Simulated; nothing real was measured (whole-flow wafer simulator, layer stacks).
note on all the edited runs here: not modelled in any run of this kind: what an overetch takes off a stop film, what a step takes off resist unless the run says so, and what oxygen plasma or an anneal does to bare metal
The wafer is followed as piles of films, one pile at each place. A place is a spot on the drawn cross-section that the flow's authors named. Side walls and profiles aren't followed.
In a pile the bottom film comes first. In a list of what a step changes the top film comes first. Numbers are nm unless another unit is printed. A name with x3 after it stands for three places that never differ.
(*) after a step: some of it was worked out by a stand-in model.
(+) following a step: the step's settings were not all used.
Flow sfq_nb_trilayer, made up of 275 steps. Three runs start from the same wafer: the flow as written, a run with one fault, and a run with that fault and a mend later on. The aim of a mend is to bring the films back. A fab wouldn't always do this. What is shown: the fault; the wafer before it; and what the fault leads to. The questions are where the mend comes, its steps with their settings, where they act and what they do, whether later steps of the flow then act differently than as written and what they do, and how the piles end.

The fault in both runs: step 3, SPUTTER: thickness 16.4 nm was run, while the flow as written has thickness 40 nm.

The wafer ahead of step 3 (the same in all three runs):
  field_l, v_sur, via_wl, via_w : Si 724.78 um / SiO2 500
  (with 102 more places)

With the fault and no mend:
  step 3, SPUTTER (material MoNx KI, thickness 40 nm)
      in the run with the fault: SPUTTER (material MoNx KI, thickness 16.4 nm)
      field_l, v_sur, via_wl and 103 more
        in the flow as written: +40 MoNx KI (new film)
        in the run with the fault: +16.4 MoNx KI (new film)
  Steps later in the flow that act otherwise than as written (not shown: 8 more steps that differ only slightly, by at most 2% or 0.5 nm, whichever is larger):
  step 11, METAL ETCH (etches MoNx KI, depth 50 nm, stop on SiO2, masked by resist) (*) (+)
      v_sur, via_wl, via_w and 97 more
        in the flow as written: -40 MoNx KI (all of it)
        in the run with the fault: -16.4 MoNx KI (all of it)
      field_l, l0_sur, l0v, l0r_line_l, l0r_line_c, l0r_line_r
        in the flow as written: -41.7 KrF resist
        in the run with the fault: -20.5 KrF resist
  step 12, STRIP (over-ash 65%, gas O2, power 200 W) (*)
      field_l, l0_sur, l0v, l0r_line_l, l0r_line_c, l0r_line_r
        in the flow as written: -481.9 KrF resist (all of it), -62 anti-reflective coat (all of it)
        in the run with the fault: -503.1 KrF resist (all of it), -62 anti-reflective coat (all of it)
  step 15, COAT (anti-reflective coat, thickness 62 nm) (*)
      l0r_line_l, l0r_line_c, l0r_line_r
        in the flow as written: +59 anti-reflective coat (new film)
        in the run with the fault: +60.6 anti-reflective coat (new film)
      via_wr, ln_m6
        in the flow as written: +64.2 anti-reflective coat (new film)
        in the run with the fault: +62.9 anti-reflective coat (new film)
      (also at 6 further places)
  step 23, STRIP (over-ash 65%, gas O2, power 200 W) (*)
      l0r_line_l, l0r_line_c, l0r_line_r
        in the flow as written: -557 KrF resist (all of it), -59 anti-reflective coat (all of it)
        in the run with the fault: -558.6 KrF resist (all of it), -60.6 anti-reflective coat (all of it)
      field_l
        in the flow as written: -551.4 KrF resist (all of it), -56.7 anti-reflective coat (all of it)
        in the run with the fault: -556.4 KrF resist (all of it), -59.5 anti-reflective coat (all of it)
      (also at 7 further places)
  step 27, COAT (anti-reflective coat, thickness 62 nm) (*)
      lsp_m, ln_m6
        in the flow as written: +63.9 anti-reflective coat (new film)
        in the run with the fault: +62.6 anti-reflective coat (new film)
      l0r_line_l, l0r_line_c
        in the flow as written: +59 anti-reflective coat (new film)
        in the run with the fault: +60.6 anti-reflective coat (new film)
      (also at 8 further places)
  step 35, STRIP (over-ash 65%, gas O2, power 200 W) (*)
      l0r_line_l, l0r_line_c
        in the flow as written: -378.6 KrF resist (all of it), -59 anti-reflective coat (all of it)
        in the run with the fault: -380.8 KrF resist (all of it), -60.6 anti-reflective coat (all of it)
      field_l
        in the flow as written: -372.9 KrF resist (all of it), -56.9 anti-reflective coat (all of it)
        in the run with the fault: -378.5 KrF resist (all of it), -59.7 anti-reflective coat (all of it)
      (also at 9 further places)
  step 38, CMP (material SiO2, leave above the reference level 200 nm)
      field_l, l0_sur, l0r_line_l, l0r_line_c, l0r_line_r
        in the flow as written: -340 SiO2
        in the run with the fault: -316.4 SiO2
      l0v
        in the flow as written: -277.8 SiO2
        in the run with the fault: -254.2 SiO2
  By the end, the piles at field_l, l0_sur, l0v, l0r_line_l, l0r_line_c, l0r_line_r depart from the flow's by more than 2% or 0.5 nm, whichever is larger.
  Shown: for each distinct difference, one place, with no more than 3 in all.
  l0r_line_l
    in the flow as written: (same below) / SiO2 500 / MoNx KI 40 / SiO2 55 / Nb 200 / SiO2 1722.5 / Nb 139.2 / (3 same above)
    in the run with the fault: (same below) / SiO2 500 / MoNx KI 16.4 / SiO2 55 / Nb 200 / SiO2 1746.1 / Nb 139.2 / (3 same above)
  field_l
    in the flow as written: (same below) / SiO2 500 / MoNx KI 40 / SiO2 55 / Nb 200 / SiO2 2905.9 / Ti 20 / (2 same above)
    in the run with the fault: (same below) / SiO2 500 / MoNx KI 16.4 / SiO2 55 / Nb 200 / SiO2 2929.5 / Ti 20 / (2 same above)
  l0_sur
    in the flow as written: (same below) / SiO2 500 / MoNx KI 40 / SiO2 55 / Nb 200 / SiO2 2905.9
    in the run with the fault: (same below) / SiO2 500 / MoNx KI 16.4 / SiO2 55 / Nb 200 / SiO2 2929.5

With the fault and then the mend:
  After step 3 comes the mend.
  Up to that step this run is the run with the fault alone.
  step 3a, SPUTTER (material MoNx KI, thickness 23.6 nm) (the flow's step 3, run once more with other settings)
      field_l, v_sur, via_wl and 103 more
        +23.6 MoNx KI
  None of the later steps of the flow acts differently than as written at any place that is followed.
  The piles end the same as the flow's at every place that both follow.
